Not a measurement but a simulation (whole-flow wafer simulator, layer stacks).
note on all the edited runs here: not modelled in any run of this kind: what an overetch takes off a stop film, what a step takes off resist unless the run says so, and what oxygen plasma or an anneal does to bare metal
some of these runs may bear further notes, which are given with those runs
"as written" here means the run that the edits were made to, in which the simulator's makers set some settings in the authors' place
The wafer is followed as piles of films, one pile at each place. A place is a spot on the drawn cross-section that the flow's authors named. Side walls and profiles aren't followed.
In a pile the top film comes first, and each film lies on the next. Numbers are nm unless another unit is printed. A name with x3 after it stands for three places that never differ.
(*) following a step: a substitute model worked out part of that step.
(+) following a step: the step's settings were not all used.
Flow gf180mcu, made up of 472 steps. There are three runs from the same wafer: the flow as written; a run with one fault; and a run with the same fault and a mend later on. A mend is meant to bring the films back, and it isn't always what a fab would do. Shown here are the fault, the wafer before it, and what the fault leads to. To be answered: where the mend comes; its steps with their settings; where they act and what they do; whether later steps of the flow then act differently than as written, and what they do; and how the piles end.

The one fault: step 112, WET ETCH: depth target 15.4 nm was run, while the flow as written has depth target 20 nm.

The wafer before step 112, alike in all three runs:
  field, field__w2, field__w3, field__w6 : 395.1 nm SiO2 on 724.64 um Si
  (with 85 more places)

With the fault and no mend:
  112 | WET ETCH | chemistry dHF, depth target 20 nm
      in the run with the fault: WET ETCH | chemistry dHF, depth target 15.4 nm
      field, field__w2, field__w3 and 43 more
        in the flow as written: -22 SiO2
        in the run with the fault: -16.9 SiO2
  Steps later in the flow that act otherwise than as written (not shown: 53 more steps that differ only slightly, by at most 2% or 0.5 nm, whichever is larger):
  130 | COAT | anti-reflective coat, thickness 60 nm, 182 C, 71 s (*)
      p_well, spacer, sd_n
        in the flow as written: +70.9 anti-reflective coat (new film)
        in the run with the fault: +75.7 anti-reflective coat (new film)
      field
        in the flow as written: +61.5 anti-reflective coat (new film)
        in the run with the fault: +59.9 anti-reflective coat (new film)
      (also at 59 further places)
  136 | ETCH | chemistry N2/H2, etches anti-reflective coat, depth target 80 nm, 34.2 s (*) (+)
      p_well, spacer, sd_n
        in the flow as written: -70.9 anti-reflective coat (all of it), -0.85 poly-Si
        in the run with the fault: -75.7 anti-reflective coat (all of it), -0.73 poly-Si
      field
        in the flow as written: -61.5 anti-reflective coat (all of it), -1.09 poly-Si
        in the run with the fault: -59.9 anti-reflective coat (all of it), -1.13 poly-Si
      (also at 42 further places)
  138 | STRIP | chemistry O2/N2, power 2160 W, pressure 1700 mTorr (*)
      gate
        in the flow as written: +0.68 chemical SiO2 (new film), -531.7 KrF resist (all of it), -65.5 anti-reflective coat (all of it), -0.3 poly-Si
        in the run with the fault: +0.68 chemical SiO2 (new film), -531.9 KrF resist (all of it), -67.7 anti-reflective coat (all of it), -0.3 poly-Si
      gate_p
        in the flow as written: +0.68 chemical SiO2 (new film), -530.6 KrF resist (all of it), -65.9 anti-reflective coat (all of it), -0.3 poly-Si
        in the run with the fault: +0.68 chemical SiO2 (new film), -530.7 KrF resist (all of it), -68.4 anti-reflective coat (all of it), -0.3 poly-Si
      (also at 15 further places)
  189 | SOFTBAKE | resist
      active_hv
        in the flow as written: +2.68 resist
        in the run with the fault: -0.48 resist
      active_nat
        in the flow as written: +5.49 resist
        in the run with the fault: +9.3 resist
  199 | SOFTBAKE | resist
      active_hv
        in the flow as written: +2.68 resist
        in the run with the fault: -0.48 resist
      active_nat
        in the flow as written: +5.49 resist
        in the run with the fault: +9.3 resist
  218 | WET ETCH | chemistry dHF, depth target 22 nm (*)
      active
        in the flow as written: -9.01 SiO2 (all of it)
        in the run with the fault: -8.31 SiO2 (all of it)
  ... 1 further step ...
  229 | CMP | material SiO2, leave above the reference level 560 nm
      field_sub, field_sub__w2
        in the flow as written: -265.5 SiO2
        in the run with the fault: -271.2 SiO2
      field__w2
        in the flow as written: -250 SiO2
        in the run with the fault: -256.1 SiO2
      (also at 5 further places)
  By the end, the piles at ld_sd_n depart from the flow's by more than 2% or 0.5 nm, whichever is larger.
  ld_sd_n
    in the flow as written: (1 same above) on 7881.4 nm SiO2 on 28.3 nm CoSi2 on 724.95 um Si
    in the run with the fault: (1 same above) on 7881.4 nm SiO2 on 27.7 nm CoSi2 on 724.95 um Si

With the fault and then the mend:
  After step 112 comes the mend.
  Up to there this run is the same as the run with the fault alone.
  112a | WET ETCH | chemistry dHF, depth target 4.6 nm (a further turn of the flow's step 112, with different settings)
      field, field__w2, field__w3 and 43 more
        -4.6 SiO2
  Steps later in the flow that act otherwise than as written (not shown: 56 more steps that differ only slightly, by at most 2% or 0.5 nm, whichever is larger):
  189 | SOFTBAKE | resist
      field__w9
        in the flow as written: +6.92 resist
        in the run with the mend: -3.07 resist
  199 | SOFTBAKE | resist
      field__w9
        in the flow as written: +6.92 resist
        in the run with the mend: -3.07 resist
  When the end is reached, the piles differ only a little from the flow's at the places that both follow, at most by 2% or 0.5 nm, whichever is larger.
